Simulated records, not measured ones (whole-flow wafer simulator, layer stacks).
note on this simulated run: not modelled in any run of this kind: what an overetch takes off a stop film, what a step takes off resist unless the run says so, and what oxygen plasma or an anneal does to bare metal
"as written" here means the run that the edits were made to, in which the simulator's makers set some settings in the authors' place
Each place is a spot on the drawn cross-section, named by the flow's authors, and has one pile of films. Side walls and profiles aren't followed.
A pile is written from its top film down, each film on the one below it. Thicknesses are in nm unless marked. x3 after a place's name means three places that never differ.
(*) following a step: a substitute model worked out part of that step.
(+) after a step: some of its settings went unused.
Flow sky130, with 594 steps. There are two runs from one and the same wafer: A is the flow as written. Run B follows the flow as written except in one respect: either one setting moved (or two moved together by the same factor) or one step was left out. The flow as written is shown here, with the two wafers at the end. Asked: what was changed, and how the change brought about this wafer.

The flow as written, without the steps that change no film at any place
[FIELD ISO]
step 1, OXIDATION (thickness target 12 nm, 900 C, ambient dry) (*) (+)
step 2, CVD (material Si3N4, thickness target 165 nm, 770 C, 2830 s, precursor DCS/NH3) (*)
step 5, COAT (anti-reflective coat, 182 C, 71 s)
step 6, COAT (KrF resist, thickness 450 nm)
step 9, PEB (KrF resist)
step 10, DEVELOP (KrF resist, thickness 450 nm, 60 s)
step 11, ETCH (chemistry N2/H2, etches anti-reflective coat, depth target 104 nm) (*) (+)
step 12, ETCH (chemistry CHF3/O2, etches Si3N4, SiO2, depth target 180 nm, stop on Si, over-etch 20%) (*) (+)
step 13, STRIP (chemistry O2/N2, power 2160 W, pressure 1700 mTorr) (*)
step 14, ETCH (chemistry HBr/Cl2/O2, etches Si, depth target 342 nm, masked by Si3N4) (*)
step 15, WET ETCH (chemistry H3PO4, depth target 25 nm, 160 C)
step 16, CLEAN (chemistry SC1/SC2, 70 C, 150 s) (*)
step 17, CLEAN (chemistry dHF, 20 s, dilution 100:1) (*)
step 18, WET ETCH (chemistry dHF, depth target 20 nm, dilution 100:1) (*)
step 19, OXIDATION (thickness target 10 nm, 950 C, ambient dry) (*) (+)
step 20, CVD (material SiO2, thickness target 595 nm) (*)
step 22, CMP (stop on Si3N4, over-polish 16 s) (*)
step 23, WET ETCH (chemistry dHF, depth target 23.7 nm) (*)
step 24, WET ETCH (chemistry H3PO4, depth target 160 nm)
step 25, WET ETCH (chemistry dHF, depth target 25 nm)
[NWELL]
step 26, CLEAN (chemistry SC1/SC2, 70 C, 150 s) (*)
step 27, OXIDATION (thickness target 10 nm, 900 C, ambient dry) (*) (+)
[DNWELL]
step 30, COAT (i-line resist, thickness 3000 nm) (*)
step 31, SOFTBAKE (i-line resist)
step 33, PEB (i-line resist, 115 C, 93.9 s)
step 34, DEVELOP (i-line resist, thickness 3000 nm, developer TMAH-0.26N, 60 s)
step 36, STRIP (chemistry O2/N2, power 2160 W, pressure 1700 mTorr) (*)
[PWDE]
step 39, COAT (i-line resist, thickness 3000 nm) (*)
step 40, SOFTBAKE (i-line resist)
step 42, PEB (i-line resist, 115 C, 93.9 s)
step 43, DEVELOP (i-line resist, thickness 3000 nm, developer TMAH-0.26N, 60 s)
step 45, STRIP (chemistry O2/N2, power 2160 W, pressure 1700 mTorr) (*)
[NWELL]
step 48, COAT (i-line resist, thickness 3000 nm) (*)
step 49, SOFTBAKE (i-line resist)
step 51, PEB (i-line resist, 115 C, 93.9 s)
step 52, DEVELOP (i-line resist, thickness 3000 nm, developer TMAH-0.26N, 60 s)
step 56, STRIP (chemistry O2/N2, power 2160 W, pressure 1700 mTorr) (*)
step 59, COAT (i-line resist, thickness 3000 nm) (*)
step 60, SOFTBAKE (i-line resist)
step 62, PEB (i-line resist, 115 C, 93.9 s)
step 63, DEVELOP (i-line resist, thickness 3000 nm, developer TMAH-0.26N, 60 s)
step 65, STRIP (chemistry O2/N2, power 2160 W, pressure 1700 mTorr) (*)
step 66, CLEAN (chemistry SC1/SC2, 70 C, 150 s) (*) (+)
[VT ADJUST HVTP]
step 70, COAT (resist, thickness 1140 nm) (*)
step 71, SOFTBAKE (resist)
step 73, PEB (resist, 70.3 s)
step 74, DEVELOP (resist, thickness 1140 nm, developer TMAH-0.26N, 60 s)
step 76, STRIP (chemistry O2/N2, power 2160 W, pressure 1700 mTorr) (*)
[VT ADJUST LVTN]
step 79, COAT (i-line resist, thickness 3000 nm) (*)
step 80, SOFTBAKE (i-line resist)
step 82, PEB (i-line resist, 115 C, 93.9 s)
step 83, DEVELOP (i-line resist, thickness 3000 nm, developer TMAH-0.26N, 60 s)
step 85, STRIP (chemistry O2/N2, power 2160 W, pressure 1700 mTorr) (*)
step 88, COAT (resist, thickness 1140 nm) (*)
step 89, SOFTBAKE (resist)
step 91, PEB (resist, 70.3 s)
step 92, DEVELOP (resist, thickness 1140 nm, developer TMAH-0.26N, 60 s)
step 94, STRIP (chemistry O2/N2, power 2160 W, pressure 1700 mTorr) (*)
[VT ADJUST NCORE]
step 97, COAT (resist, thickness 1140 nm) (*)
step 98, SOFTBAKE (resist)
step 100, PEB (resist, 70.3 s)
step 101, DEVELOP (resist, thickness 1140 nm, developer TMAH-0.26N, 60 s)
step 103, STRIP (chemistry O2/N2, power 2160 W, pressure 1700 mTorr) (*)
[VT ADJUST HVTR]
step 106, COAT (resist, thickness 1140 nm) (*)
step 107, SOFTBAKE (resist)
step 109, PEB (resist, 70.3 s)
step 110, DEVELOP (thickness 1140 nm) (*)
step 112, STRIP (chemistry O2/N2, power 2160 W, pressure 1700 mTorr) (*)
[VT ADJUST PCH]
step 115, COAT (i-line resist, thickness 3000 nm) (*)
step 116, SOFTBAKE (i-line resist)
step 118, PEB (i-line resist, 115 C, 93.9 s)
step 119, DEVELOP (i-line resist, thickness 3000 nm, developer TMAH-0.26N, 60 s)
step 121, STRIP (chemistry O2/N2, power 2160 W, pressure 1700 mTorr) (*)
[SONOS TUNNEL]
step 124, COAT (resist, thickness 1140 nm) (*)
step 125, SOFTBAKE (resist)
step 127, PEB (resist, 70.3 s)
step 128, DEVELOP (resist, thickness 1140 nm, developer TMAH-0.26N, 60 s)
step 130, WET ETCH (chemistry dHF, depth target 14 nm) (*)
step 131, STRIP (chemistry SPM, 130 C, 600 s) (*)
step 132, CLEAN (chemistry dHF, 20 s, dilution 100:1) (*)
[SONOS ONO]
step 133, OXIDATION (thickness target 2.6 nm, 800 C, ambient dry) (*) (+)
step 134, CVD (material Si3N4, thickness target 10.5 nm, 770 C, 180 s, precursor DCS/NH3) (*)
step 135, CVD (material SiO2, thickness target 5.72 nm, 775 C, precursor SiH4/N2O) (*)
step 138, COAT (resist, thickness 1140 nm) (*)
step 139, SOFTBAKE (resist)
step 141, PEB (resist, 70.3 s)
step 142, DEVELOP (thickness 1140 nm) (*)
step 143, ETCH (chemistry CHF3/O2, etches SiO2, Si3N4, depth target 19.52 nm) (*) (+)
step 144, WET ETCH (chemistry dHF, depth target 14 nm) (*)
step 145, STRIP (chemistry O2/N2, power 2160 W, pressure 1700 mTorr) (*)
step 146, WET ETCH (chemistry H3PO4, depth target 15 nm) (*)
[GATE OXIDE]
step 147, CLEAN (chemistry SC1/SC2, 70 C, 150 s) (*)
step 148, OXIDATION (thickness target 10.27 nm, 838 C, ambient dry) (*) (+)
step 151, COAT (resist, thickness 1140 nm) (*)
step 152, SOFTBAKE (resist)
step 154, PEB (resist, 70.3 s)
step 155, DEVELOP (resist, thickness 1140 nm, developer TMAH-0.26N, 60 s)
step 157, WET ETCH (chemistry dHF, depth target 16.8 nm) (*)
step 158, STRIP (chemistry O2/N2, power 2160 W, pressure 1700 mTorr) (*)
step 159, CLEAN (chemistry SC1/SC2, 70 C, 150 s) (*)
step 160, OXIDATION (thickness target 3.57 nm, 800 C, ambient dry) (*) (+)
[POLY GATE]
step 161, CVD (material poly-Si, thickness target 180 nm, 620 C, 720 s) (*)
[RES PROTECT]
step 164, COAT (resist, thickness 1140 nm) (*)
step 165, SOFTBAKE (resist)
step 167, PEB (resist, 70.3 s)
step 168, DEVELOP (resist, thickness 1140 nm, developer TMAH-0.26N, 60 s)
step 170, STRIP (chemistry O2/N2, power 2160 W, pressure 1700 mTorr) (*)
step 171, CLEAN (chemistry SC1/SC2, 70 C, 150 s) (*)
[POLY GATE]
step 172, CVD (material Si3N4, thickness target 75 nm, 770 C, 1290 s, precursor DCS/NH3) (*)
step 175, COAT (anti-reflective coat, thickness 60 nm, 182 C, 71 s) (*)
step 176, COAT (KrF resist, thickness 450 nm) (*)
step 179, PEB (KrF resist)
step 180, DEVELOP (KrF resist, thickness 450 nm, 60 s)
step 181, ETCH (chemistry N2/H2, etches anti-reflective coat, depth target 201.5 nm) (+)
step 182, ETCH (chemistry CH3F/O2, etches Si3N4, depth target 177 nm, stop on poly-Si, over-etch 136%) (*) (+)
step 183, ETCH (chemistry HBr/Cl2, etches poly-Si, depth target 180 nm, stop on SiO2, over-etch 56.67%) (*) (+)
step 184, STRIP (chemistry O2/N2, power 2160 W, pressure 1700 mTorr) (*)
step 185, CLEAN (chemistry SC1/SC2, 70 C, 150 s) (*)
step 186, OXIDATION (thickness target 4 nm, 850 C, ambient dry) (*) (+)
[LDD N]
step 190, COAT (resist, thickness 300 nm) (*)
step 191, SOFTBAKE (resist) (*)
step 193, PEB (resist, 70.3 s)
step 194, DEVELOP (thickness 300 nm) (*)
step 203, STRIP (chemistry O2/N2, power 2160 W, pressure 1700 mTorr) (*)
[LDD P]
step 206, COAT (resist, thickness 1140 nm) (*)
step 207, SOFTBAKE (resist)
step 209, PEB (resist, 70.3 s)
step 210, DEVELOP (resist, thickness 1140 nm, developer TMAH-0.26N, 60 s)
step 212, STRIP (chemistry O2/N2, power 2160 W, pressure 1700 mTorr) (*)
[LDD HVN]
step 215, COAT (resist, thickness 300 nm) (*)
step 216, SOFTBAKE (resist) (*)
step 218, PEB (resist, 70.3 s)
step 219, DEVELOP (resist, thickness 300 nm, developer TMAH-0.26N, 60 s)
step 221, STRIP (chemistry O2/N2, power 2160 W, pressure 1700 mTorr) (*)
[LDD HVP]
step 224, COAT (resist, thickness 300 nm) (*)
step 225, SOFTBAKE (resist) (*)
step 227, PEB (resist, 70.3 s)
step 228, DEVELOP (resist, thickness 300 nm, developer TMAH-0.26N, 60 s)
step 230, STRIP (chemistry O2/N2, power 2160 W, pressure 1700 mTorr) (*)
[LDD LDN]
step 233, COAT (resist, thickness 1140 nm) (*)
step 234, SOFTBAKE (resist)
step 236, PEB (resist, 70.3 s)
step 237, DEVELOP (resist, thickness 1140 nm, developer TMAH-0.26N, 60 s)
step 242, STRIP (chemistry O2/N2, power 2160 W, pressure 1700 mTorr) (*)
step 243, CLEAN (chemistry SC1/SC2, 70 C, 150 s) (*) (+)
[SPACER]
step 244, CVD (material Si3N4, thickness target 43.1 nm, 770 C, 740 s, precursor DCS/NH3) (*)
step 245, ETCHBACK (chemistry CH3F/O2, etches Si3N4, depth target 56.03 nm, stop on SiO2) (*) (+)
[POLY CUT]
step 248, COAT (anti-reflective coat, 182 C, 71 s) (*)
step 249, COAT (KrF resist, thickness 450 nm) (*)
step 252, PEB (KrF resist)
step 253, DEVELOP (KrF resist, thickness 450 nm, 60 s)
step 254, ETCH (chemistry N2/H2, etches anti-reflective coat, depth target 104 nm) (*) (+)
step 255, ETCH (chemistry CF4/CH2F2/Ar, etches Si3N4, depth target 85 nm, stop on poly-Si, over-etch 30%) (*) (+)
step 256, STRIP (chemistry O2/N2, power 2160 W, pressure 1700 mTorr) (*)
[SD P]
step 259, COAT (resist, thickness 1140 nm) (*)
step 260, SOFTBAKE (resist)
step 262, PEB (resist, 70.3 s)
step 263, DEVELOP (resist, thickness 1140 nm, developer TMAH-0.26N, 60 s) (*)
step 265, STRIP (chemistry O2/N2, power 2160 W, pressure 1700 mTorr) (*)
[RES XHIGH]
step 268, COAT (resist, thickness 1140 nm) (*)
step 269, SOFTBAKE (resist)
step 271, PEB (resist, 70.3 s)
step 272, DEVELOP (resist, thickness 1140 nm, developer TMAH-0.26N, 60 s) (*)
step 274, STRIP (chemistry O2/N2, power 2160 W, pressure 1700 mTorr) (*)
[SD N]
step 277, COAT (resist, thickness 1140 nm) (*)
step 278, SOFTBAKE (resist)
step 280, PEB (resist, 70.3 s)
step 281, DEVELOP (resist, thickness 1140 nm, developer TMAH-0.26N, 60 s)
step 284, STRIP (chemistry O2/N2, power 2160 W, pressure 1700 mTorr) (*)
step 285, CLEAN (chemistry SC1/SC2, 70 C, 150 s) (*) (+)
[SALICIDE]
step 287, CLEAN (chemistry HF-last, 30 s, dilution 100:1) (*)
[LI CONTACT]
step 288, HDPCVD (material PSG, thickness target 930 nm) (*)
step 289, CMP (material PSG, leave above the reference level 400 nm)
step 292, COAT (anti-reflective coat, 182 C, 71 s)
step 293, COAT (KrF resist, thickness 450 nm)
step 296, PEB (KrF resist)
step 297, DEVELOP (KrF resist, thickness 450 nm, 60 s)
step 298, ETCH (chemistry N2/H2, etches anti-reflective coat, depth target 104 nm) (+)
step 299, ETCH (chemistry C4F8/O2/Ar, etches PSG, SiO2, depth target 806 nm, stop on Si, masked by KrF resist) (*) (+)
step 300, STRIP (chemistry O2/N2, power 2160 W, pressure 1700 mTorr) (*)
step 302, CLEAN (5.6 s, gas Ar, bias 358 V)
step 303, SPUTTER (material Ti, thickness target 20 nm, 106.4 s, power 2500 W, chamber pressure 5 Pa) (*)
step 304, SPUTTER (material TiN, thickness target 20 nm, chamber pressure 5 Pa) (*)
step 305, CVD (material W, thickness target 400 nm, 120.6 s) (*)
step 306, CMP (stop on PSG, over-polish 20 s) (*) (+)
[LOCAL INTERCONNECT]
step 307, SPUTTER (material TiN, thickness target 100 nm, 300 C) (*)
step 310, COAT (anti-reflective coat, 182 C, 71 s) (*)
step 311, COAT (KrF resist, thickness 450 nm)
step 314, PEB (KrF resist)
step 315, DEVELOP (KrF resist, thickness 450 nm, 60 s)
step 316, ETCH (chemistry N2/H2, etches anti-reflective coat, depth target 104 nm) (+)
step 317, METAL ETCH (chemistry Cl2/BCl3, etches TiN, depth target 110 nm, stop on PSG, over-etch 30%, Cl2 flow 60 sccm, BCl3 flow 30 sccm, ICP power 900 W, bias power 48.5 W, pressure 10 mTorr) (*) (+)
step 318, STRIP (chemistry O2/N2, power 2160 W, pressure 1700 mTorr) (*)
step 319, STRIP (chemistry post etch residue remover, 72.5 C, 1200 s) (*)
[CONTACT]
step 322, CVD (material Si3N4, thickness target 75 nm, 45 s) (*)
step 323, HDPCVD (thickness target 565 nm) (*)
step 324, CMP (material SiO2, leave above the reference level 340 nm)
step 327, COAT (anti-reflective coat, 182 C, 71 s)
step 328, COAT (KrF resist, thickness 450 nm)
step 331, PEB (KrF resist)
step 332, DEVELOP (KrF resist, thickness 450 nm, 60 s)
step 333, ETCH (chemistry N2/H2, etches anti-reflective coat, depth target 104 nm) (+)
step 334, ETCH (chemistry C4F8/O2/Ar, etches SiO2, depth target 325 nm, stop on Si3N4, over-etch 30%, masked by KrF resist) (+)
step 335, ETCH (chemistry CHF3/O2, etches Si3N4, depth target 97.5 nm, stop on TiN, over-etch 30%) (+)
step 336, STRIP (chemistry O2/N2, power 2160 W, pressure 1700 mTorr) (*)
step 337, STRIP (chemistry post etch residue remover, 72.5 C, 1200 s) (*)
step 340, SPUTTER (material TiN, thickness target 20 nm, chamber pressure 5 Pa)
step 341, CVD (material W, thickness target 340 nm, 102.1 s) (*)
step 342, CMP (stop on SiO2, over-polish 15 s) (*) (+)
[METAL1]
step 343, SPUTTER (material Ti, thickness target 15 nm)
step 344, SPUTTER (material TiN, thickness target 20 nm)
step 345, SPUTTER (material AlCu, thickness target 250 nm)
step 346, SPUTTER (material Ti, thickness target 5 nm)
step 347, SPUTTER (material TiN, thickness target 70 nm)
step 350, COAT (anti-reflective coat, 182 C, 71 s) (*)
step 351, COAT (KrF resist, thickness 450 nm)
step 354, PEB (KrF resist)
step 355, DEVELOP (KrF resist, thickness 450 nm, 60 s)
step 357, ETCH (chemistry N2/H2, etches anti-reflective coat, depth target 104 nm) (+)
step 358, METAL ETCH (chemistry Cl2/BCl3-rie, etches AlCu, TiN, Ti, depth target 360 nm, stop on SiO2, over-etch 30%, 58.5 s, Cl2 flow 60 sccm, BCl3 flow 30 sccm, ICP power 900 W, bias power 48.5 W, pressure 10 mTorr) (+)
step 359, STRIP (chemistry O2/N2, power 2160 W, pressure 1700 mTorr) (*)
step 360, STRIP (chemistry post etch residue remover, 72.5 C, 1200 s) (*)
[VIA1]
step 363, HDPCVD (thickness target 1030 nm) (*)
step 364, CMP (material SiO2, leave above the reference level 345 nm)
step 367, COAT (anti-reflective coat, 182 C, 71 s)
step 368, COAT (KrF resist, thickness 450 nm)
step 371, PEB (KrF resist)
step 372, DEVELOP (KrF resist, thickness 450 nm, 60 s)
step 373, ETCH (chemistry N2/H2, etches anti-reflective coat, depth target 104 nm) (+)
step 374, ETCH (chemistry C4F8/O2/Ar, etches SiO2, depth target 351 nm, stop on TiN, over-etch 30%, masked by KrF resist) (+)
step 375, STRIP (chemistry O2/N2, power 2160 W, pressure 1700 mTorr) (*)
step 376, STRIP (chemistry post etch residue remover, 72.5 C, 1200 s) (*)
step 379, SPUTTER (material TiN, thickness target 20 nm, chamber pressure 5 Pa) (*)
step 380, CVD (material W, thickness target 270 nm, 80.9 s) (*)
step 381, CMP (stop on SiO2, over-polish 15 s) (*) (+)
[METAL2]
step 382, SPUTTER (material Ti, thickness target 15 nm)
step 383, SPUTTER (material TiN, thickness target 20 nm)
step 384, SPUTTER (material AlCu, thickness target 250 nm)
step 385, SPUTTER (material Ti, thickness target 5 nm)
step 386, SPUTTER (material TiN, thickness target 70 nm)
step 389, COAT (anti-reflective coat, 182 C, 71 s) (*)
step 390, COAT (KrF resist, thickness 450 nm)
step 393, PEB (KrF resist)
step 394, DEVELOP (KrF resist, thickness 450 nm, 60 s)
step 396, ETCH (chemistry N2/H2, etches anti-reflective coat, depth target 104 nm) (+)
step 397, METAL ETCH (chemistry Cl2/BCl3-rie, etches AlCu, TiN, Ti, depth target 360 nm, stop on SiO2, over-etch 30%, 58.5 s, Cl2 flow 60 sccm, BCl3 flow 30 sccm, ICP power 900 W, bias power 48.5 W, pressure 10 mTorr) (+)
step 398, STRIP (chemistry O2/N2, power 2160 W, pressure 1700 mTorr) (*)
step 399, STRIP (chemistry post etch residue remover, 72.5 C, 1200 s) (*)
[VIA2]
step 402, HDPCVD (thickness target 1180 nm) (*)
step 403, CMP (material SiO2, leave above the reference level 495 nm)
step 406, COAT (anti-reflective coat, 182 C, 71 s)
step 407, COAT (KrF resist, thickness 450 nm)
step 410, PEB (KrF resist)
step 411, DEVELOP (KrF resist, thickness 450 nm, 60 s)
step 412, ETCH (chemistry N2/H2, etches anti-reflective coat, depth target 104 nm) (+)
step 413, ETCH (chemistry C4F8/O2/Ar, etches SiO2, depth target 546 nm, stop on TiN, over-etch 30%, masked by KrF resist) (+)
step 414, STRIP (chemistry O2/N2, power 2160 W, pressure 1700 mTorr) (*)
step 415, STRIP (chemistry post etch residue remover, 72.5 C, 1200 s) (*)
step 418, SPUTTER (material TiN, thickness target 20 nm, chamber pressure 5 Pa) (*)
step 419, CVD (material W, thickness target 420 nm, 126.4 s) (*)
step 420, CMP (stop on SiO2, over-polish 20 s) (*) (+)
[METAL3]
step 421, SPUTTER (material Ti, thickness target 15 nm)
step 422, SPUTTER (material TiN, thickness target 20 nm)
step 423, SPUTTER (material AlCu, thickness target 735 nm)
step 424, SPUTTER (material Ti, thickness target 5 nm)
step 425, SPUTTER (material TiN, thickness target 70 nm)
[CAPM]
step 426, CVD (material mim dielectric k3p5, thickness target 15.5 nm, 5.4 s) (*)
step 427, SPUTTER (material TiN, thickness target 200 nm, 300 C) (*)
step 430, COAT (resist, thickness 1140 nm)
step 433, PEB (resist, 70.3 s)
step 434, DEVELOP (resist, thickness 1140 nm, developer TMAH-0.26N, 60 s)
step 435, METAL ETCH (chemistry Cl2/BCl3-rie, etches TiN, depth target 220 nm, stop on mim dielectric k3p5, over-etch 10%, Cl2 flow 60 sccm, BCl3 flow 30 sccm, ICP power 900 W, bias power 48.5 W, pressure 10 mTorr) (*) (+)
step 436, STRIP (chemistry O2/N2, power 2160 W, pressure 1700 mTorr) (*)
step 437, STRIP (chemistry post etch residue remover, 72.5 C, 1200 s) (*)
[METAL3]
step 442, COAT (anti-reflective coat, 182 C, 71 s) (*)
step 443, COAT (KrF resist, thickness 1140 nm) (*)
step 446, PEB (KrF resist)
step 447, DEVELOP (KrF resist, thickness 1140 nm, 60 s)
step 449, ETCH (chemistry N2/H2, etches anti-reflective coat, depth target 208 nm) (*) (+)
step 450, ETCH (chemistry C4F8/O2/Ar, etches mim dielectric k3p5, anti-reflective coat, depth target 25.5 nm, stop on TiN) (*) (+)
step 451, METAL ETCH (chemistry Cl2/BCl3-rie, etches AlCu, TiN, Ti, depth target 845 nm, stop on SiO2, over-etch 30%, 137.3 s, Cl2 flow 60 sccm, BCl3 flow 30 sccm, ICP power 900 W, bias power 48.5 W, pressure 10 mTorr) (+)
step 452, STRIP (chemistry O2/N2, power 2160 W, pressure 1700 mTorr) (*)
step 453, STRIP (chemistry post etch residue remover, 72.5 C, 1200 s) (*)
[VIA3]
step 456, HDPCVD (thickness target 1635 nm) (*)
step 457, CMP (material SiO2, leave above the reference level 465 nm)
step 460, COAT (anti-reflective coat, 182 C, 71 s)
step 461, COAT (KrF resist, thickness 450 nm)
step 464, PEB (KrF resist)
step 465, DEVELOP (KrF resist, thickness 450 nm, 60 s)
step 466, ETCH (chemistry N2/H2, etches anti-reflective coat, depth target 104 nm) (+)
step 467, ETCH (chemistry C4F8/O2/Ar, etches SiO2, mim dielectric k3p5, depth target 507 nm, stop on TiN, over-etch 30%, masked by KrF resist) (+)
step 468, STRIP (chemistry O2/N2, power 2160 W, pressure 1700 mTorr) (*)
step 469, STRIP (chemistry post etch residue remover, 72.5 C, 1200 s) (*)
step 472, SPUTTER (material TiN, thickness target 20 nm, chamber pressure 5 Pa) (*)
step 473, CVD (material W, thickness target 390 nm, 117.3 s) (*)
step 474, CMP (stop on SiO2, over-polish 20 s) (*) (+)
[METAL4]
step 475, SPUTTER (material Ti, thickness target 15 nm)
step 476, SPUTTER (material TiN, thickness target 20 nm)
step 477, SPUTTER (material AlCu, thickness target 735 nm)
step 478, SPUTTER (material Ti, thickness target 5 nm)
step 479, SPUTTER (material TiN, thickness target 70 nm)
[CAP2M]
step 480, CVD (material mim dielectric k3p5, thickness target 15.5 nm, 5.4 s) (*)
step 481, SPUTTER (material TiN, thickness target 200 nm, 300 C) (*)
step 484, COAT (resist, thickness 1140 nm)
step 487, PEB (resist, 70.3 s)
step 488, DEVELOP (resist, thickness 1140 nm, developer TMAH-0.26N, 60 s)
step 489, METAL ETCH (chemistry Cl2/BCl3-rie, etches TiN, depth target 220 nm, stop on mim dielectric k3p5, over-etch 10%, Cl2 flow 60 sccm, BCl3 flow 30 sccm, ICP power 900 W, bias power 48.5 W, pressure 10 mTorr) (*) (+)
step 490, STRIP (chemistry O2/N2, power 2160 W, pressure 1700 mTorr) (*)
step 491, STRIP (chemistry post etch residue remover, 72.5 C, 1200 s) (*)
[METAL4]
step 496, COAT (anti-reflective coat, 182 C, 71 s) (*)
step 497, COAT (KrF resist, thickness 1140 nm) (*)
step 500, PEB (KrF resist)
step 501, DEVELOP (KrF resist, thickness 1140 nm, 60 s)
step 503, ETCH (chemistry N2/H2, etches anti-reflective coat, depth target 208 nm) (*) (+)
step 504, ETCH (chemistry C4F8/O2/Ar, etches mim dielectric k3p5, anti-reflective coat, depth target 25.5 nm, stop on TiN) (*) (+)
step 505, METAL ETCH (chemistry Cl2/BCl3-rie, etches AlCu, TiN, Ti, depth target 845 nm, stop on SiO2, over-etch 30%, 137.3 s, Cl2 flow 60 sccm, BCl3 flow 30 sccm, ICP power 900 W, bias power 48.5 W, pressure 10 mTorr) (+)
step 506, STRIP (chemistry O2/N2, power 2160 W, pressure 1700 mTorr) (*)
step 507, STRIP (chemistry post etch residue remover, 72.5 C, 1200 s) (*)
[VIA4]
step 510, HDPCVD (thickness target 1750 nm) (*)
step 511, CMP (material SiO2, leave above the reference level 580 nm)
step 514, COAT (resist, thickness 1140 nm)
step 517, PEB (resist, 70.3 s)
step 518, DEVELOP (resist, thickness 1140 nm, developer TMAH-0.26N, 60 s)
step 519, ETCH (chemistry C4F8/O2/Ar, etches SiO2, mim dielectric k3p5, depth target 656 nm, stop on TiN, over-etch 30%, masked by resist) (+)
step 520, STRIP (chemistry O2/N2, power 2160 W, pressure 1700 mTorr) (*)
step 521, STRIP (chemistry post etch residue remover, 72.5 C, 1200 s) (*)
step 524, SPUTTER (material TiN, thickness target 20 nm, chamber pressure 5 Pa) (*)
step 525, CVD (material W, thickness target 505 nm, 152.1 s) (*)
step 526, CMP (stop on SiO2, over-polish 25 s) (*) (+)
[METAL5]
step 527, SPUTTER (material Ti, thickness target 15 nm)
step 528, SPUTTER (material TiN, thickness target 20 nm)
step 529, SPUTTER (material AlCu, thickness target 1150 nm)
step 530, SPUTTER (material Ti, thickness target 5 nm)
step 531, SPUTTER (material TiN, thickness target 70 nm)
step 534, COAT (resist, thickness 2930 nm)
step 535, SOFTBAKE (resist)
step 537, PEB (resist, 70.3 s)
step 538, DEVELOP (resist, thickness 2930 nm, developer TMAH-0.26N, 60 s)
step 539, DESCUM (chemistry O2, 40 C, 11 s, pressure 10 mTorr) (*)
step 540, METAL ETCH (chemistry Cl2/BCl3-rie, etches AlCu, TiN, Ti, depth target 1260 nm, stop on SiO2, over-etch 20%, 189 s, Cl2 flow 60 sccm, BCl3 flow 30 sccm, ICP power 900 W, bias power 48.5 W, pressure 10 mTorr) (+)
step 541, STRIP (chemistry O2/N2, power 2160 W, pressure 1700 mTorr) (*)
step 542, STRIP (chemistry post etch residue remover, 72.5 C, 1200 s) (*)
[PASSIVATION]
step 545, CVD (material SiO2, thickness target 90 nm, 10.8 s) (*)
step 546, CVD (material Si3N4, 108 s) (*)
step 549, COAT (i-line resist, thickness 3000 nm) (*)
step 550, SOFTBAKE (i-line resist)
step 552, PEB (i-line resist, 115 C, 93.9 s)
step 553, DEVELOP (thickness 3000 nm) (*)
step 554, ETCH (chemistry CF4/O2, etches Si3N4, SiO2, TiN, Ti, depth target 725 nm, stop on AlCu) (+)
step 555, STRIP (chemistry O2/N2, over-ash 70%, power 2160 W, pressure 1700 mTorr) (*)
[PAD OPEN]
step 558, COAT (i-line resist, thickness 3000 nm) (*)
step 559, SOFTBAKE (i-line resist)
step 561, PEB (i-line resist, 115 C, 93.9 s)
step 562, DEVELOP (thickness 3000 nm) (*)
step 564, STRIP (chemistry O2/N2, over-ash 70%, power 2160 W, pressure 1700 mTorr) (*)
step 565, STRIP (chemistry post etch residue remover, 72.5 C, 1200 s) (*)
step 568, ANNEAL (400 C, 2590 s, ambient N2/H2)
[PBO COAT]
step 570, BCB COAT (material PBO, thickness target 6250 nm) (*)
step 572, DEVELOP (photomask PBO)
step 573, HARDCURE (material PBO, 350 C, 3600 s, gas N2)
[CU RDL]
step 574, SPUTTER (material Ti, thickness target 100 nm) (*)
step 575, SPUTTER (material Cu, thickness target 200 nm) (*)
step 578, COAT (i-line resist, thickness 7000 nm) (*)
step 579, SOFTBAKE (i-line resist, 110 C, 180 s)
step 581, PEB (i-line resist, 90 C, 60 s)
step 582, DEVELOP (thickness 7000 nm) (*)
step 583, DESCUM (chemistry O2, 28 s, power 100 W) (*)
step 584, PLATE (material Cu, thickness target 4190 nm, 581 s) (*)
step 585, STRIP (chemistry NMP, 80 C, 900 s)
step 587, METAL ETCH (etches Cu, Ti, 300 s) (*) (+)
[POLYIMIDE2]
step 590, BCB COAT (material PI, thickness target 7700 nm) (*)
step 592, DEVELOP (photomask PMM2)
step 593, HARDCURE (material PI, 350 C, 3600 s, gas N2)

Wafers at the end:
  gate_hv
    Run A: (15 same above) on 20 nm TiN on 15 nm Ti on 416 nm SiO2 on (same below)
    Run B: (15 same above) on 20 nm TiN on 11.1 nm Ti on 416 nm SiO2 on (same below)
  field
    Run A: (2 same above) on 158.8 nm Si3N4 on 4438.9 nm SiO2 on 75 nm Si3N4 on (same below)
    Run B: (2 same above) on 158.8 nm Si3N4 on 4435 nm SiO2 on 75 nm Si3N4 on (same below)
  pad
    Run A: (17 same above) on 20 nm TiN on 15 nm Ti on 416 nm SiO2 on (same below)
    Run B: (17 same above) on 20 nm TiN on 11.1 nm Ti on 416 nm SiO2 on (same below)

Cause: step 421, SPUTTER: thickness target 11.1 nm was run, while the flow as written has thickness target 15 nm.
The wafer itself shows it: gate_hv has Ti 11.1, and step 421 as written asks for 15 nm.

The path from the change to this, step by step:
  step 421, SPUTTER (material Ti, thickness target 15 nm)
      field, active, n_well and 188 more: A Ti gains 15 (new film) | B Ti gains 11.1 (new film)
  step 451, METAL ETCH (chemistry Cl2/BCl3-rie, etches AlCu, TiN, Ti, depth target 845 nm, stop on SiO2, over-etch 30%, 137.3 s, Cl2 flow 60 sccm, BCl3 flow 30 sccm, ICP power 900 W, bias power 48.5 W, pressure 10 mTorr) (+)
      field, gate, spacer and 68 more: A TiN loses 70 (all of it), Ti loses 5 (all of it), AlCu loses 735 (all of it), TiN loses 20 (all of it), Ti loses 15 (all of it), SiO2 loses 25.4 | B TiN loses 70 (all of it), Ti loses 5 (all of it), AlCu loses 735 (all of it), TiN loses 20 (all of it), Ti loses 11.1 (all of it), SiO2 loses 25.7
      active, vpp_ln, vpp_iso2 and 11 more: A TiN loses 70 (all of it), Ti loses 5 (all of it), AlCu loses 735 (all of it), TiN loses 20 (all of it), Ti loses 15 (all of it), SiO2 loses 25.3 | B TiN loses 70 (all of it), Ti loses 5 (all of it), AlCu loses 735 (all of it), TiN loses 20 (all of it), Ti loses 11.1 (all of it), SiO2 loses 25.7
